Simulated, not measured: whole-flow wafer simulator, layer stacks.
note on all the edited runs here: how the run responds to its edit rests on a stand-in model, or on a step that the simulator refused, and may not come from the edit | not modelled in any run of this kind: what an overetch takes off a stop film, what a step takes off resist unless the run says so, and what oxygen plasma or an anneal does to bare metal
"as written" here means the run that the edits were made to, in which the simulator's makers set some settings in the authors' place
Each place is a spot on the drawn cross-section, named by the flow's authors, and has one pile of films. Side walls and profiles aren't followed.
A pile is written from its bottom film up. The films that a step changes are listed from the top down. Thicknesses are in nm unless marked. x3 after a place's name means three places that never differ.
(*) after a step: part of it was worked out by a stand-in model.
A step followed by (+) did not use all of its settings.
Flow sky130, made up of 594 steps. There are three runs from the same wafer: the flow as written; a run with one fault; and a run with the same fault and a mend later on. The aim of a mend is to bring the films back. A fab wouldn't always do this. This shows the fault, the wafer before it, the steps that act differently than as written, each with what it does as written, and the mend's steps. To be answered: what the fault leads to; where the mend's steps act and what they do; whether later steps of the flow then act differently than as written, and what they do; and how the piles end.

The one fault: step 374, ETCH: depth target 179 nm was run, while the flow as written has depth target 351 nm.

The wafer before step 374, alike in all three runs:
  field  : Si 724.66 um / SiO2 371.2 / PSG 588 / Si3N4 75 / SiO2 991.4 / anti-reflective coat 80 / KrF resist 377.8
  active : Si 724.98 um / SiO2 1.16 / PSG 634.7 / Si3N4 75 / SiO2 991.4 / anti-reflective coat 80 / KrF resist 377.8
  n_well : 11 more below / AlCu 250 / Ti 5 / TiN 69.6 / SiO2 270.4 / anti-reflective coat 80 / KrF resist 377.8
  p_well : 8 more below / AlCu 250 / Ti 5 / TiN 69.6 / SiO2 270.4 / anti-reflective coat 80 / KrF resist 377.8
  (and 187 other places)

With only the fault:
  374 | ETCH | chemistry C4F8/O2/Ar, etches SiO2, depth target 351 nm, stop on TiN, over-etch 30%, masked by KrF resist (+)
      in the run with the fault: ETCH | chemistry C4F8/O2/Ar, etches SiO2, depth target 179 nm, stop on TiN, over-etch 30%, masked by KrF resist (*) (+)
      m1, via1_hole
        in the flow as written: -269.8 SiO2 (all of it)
        in the run with the fault: -179 SiO2
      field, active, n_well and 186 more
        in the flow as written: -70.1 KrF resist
        in the run with the fault: -35.8 KrF resist
  Later steps of the flow acting differently than as written (8 other steps are not shown; they differ only slightly, by no more than 2% or 0.5 nm, whichever is larger):
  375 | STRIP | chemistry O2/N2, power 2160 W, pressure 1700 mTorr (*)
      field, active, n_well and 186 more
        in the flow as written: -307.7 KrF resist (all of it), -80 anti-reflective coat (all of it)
        in the run with the fault: -342 KrF resist (all of it), -80 anti-reflective coat (all of it)
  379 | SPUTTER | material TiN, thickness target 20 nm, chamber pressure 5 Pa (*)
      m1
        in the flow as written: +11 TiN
        in the run with the fault: +12.8 TiN (new film)
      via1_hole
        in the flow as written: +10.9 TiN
        in the run with the fault: +12.8 TiN (new film)
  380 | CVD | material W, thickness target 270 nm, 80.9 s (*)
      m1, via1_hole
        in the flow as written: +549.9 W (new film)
        in the run with the fault: +456.8 W (new film)
  By the end, the piles at m1, via1_hole depart from the flow's by more than 2% or 0.5 nm, whichever is larger.
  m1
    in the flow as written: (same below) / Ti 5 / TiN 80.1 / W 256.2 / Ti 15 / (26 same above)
    in the run with the fault: (same below) / Ti 5 / TiN 69.6 / SiO2 90.8 / TiN 12.8 / W 163.2 / Ti 15 / (26 same above)
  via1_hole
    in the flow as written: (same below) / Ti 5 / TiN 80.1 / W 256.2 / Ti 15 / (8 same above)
    in the run with the fault: (same below) / Ti 5 / TiN 69.6 / SiO2 90.8 / TiN 12.8 / W 163.2 / Ti 15 / (8 same above)

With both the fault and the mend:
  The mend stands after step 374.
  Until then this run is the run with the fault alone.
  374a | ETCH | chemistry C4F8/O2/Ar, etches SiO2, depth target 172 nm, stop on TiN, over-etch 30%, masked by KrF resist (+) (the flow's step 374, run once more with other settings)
      field, active, n_well and 186 more
        -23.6 KrF resist
      m1, via1_hole
        -90.8 SiO2 (all of it)
  Later steps of the flow acting differently than as written:
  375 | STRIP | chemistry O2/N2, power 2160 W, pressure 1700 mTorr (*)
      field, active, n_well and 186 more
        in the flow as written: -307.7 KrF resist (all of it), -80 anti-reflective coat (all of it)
        in the run with the mend: -318.4 KrF resist (all of it), -80 anti-reflective coat (all of it)
  By the end, the piles equal the flow's at every place that both follow.
